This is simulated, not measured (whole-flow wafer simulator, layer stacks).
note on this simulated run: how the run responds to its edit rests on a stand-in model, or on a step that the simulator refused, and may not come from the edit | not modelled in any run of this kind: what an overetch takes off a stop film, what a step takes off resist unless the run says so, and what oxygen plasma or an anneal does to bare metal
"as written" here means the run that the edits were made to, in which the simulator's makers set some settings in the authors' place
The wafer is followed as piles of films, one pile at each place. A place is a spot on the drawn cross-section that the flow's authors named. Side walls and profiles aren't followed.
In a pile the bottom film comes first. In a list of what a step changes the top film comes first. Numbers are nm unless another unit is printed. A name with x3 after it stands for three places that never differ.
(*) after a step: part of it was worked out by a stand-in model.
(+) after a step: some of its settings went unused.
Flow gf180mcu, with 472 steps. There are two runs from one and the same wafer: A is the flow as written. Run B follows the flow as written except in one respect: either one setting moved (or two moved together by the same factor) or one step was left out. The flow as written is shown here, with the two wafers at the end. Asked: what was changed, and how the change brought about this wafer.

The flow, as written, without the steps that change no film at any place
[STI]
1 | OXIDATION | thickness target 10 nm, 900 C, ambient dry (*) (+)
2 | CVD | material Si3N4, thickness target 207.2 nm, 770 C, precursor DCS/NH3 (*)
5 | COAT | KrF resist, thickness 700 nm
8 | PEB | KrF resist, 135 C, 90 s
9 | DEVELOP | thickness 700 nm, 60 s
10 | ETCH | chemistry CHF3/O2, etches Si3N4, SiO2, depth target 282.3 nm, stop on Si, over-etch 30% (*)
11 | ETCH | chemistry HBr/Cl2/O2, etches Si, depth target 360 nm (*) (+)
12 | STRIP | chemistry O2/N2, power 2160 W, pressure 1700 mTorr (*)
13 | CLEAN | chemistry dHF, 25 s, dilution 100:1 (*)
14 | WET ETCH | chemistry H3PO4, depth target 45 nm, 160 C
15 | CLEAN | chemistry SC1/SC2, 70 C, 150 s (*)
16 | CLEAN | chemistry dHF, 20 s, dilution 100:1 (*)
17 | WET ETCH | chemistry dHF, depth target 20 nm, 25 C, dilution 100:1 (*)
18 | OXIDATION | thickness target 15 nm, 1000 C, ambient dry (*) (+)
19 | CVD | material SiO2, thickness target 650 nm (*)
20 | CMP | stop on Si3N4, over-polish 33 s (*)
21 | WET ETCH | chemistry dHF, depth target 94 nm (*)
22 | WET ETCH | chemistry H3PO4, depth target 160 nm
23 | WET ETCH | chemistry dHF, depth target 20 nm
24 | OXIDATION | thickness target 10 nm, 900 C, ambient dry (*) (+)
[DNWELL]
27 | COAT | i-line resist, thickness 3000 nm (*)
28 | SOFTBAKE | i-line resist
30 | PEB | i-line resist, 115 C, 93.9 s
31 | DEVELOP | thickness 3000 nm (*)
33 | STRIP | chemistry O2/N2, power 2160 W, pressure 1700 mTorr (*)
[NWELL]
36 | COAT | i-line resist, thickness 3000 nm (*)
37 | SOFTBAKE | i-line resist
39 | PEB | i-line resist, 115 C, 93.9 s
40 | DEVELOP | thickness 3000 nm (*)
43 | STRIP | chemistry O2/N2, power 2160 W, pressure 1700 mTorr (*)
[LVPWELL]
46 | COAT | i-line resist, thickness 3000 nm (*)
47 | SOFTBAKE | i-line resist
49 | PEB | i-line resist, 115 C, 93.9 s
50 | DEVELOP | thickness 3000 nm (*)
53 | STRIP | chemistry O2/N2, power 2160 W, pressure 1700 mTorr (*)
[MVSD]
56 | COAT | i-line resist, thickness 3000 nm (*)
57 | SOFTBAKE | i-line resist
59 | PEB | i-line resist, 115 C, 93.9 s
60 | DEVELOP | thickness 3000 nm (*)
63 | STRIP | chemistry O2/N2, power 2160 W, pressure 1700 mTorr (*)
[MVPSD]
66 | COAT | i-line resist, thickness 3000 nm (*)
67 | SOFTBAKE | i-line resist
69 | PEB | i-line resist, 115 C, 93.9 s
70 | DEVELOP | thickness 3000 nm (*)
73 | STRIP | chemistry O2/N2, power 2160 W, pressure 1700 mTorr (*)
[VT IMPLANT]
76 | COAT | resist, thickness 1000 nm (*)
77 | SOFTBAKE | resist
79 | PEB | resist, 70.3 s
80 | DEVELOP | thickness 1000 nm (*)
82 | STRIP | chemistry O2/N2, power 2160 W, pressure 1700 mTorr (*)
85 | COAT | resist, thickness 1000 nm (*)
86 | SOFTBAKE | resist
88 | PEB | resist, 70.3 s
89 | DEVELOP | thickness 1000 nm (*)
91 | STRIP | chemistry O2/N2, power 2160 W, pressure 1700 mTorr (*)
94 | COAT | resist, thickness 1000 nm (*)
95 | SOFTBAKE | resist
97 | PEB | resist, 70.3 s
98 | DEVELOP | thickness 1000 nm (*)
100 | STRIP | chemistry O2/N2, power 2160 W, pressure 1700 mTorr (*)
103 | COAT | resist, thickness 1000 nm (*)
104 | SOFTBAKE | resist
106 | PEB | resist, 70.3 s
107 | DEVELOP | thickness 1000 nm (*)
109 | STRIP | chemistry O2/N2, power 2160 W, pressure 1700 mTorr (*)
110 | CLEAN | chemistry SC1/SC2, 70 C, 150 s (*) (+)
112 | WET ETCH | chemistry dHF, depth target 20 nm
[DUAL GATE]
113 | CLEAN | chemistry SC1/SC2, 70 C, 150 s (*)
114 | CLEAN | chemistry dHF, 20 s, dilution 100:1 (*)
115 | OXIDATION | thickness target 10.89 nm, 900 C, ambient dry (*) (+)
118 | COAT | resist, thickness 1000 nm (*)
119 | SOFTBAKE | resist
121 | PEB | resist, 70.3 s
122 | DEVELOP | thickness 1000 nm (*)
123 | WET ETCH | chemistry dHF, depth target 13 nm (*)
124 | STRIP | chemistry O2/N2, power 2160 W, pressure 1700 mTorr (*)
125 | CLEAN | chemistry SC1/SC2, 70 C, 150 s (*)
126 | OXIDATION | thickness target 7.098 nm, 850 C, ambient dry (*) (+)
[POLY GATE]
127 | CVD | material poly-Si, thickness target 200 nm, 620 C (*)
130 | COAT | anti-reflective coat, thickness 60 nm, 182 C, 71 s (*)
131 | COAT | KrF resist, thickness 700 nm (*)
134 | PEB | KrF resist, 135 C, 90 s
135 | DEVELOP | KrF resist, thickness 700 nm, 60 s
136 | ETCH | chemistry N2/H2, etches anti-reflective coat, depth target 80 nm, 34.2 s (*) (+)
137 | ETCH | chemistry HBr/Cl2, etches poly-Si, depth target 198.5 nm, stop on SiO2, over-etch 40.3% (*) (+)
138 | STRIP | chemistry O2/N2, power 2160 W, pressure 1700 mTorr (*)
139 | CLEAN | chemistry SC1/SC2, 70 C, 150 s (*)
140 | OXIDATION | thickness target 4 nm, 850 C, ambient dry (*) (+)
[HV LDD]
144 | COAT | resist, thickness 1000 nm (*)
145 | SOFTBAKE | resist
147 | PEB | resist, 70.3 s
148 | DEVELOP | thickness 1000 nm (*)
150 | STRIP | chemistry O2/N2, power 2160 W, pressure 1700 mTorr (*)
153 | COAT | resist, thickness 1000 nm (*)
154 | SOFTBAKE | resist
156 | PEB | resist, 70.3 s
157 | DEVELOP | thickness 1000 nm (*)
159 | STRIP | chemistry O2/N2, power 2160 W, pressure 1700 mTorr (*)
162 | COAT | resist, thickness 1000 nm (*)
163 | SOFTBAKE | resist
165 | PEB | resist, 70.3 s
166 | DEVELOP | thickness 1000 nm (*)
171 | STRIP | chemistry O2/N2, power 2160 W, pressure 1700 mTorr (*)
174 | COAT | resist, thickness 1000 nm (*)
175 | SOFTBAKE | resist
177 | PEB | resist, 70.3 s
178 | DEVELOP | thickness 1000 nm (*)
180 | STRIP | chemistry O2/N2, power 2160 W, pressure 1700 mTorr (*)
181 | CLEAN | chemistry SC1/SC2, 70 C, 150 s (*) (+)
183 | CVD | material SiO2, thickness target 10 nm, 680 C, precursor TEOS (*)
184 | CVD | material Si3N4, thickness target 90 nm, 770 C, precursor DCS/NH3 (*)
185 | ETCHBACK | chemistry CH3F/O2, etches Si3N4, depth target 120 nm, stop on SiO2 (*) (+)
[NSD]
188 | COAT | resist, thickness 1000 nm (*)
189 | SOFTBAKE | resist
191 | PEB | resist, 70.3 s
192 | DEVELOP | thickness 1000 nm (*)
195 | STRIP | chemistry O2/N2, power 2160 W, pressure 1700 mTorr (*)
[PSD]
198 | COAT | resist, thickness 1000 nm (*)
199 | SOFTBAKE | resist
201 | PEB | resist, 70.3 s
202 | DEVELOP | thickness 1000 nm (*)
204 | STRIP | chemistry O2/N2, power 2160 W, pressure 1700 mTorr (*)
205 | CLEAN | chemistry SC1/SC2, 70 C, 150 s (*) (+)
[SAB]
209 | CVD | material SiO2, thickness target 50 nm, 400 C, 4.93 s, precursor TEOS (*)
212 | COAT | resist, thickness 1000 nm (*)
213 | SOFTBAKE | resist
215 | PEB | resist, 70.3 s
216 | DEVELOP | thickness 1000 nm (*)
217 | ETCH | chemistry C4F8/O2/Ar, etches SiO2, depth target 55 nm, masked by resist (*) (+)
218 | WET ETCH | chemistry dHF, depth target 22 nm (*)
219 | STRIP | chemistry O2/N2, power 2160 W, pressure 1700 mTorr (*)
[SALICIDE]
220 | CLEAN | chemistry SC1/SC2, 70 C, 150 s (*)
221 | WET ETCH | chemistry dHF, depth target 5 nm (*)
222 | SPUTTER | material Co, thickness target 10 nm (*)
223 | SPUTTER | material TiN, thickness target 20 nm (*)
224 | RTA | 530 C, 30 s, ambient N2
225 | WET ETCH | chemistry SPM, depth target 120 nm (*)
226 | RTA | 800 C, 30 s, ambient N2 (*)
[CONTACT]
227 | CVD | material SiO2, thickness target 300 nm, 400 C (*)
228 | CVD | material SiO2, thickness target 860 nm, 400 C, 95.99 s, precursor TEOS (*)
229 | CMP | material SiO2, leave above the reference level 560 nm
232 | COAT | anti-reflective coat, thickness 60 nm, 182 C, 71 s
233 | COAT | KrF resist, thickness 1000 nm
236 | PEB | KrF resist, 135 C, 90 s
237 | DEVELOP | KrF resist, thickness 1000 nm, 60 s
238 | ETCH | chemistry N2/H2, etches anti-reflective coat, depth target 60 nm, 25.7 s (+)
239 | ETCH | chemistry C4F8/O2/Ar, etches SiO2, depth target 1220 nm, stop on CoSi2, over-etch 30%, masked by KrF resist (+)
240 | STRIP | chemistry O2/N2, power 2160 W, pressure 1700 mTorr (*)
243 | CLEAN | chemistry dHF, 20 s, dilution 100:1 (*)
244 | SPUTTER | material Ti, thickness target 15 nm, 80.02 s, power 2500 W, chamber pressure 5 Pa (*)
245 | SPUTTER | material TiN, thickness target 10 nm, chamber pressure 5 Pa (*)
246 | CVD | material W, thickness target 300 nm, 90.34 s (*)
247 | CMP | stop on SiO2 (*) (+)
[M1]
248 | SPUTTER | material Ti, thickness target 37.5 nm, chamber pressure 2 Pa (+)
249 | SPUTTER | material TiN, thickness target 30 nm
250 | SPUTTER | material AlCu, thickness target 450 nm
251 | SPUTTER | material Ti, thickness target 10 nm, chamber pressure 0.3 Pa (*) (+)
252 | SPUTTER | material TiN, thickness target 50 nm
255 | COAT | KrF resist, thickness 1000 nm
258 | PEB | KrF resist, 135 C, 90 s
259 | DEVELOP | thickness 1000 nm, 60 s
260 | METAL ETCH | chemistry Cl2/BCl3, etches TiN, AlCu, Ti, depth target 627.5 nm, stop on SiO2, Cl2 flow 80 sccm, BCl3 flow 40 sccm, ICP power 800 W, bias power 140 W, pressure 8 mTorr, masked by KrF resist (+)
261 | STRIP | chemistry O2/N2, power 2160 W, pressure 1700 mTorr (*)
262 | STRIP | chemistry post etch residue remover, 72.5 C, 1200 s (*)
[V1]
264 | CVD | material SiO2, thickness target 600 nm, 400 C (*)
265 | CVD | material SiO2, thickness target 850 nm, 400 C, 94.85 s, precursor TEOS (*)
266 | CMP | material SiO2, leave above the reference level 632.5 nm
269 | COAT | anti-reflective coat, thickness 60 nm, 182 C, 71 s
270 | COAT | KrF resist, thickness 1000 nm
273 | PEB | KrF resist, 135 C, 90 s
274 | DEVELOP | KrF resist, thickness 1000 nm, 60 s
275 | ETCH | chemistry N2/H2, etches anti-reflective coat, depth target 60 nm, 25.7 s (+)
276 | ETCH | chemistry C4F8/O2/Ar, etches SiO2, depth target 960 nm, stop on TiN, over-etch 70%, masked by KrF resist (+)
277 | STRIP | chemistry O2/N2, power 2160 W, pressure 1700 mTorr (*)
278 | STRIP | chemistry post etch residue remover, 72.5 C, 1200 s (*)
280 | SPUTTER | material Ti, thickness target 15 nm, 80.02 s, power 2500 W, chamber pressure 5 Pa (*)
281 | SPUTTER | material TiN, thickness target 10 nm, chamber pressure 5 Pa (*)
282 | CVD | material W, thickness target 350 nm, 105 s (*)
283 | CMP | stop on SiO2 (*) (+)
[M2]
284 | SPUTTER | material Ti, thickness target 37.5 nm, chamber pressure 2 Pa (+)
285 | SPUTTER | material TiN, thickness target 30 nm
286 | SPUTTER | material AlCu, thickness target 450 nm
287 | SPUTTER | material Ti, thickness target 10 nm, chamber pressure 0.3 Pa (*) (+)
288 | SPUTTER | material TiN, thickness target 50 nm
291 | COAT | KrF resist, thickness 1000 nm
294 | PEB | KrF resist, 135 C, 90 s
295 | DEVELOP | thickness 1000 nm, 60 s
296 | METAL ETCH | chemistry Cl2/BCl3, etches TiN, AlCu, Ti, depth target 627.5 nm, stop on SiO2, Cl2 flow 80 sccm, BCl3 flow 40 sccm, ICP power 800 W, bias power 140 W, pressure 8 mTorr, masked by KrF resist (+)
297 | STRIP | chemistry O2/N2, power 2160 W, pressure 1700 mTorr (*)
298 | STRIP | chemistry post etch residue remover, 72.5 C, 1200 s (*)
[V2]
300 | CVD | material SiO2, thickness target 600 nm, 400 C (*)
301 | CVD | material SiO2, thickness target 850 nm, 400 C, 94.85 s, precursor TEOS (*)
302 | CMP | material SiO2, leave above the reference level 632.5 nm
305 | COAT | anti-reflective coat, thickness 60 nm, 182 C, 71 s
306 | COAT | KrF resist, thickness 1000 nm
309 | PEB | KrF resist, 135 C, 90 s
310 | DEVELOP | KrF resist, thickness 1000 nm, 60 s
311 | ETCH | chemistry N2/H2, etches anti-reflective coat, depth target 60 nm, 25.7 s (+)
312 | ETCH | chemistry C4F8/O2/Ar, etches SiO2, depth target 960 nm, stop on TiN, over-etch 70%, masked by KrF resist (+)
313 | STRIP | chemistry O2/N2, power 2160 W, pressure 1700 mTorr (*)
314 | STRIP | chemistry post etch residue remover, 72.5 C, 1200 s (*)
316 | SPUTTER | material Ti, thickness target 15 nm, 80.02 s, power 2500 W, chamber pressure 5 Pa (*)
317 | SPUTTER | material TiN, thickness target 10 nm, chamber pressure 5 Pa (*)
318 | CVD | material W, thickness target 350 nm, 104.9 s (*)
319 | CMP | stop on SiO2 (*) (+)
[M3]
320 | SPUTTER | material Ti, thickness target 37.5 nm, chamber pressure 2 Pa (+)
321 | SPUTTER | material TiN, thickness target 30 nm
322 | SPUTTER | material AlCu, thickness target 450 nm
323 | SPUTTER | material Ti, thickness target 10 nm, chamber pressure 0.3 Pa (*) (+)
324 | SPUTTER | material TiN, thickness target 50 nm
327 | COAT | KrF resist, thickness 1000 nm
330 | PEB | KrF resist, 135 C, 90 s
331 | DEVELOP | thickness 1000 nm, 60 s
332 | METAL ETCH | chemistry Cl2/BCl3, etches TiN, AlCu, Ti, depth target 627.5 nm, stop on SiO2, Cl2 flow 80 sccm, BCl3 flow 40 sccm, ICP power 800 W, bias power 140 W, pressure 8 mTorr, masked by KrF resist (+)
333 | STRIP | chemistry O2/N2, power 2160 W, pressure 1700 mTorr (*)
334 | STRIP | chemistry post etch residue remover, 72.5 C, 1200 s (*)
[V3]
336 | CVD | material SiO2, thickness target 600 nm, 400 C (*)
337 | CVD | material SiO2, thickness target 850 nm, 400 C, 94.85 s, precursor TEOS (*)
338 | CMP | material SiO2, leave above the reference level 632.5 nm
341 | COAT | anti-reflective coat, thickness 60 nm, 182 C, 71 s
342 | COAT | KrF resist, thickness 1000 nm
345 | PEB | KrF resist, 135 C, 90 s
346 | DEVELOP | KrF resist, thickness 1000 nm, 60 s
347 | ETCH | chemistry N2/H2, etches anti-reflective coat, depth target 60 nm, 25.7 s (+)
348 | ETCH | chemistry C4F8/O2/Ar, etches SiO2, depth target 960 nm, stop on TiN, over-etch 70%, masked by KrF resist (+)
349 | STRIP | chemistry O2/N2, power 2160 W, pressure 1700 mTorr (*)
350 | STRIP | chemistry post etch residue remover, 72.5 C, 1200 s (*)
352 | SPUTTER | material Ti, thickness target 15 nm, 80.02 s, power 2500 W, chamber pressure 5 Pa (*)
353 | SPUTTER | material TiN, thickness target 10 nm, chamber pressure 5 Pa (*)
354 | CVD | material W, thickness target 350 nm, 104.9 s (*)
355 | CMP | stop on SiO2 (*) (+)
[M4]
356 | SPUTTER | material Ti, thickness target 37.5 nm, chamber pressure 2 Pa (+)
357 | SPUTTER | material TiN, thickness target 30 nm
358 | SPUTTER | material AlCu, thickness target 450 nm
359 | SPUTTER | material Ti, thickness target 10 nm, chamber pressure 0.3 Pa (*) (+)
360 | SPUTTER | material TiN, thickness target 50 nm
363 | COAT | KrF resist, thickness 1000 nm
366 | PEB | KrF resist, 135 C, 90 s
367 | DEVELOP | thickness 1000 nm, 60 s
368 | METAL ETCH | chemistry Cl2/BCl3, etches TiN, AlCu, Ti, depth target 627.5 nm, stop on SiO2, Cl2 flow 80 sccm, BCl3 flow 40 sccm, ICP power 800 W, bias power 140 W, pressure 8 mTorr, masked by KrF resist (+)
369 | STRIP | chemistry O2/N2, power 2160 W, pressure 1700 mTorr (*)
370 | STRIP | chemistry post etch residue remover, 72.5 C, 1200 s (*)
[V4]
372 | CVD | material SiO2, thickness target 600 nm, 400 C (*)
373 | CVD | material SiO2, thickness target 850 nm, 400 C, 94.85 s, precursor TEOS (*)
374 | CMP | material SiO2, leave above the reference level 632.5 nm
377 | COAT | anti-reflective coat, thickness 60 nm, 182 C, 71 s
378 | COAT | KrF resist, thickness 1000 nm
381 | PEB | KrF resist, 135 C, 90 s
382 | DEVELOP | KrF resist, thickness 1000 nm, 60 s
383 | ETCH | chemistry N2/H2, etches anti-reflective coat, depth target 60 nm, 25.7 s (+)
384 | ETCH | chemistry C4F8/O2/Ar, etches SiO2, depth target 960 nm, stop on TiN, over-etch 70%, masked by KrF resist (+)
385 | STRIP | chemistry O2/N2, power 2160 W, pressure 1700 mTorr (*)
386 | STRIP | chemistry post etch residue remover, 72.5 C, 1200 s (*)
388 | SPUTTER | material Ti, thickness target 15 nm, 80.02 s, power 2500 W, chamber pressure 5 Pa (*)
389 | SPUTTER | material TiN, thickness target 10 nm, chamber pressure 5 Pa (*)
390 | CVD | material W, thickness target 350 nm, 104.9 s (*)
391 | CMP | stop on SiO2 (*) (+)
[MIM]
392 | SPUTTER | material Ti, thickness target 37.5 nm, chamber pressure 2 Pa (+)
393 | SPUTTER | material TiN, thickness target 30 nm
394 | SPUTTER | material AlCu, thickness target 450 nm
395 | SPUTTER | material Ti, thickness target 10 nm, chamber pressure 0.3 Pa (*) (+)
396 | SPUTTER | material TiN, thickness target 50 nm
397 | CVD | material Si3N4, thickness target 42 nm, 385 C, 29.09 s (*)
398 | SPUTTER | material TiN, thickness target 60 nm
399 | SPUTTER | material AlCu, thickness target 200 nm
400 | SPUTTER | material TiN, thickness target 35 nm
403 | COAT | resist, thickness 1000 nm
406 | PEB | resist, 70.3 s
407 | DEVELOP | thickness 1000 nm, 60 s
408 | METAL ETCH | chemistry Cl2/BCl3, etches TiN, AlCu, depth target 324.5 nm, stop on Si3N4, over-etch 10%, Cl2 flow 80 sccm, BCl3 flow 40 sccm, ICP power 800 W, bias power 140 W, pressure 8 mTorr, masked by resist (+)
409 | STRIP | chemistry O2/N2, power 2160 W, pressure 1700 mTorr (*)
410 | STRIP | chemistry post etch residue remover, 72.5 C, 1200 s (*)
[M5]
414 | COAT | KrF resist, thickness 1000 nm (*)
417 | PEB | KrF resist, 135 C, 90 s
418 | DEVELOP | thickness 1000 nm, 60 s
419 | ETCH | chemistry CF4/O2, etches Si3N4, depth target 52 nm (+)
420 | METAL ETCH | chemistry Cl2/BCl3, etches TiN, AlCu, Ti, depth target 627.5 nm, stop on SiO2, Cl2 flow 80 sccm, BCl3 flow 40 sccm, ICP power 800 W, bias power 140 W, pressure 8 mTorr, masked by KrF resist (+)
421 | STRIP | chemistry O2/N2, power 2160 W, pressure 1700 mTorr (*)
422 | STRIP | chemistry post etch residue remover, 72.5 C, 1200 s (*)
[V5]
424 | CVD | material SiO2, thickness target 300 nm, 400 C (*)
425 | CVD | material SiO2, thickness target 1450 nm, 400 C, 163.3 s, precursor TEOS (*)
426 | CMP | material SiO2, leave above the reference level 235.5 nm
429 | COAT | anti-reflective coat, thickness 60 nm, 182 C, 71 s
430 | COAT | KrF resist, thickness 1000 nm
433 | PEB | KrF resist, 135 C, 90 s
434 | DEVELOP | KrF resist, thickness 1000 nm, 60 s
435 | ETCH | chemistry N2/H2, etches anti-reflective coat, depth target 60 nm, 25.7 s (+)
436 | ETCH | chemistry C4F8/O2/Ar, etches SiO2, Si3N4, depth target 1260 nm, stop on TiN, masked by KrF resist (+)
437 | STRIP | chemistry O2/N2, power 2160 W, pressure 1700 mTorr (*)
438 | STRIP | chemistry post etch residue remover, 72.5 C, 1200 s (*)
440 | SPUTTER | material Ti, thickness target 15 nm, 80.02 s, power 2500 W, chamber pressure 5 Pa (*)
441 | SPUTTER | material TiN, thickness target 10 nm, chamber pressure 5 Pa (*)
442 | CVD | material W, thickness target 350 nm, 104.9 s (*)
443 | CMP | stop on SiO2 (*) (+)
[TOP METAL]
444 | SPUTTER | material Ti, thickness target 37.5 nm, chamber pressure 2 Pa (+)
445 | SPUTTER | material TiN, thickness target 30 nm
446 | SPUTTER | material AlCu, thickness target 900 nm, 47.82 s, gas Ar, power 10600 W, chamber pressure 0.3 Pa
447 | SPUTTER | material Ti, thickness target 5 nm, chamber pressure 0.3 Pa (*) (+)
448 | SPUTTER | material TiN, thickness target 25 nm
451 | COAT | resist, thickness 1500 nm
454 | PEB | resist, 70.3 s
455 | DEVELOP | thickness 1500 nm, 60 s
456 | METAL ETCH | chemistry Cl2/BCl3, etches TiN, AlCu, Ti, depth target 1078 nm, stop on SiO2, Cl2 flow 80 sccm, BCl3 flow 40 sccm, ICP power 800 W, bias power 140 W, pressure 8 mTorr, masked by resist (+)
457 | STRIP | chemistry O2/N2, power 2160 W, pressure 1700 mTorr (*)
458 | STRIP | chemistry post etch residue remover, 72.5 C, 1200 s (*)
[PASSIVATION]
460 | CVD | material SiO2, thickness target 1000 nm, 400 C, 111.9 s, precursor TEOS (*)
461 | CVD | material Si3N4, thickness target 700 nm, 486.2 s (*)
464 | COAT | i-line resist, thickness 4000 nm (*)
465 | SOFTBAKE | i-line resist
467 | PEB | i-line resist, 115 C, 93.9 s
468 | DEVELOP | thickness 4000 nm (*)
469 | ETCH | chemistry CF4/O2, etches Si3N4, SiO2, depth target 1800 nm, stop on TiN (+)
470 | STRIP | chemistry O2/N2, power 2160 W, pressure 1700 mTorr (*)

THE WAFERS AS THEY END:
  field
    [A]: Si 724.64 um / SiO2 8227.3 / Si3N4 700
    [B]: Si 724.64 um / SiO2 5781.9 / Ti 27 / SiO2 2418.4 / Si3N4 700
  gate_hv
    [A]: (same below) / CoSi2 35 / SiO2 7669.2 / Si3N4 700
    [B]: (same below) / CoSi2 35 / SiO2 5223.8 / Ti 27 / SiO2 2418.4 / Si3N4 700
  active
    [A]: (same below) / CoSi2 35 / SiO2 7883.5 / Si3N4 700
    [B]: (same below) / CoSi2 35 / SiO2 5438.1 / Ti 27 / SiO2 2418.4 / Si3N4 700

The reason: step 420, METAL ETCH: depth target 549.1 nm was run, though the flow has depth target 627.5 nm.

The path from the change to this, step by step:
  420 | METAL ETCH | chemistry Cl2/BCl3, etches TiN, AlCu, Ti, depth target 627.5 nm, stop on SiO2, Cl2 flow 80 sccm, BCl3 flow 40 sccm, ICP power 800 W, bias power 140 W, pressure 8 mTorr, masked by KrF resist (+)
      field, field__w1, field__w2 and 101 more: A TiN loses 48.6 (all of it), Ti loses 10 (all of it), AlCu loses 450 (all of it), TiN loses 30 (all of it), Ti loses 37.5 (all of it) | B TiN loses 48.6 (all of it), Ti loses 10 (all of it), AlCu loses 450 (all of it), TiN loses 30 (all of it), Ti loses 10.5
      field__w4, field__w8, contact, m1, m1__w1, mim, mim_1p0, m1_nw: A KrF resist loses 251 | B KrF resist loses 219.6
  421 | STRIP | chemistry O2/N2, power 2160 W, pressure 1700 mTorr (*)
      field__w8, m1__w1: A KrF resist loses 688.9 (all of it) | B KrF resist loses 720.2 (all of it)
      contact, m1: A KrF resist loses 689.3 (all of it) | B KrF resist loses 720.7 (all of it)
      (and at 4 other places as well)
  424 | CVD | material SiO2, thickness target 300 nm, 400 C (*)
      field, field__w1, field__w2 and 101 more: A SiO2 gains 300 | B SiO2 gains 300 (new film)
  426 | CMP | material SiO2, leave above the reference level 235.5 nm
      field, field__w1, field__w5 and 92 more: A SiO2 loses 300.8 | B SiO2 loses 327.8
      field__w2, field__w3, field__w12 and 6 more: A SiO2 loses 272.7 | B SiO2 loses 300.9
Taking metal films that touch as one body, field has 1 body; the flow as written gives 0 bodies.
Taking metal films that touch as one body, gate_hv has 2 bodies (between them, from the top down: SiO2 5223.8); the flow as written gives 1 body.
Taking metal films that touch as one body, active has 2 bodies (between them, from the top down: SiO2 5438.1); the flow as written gives 1 body.
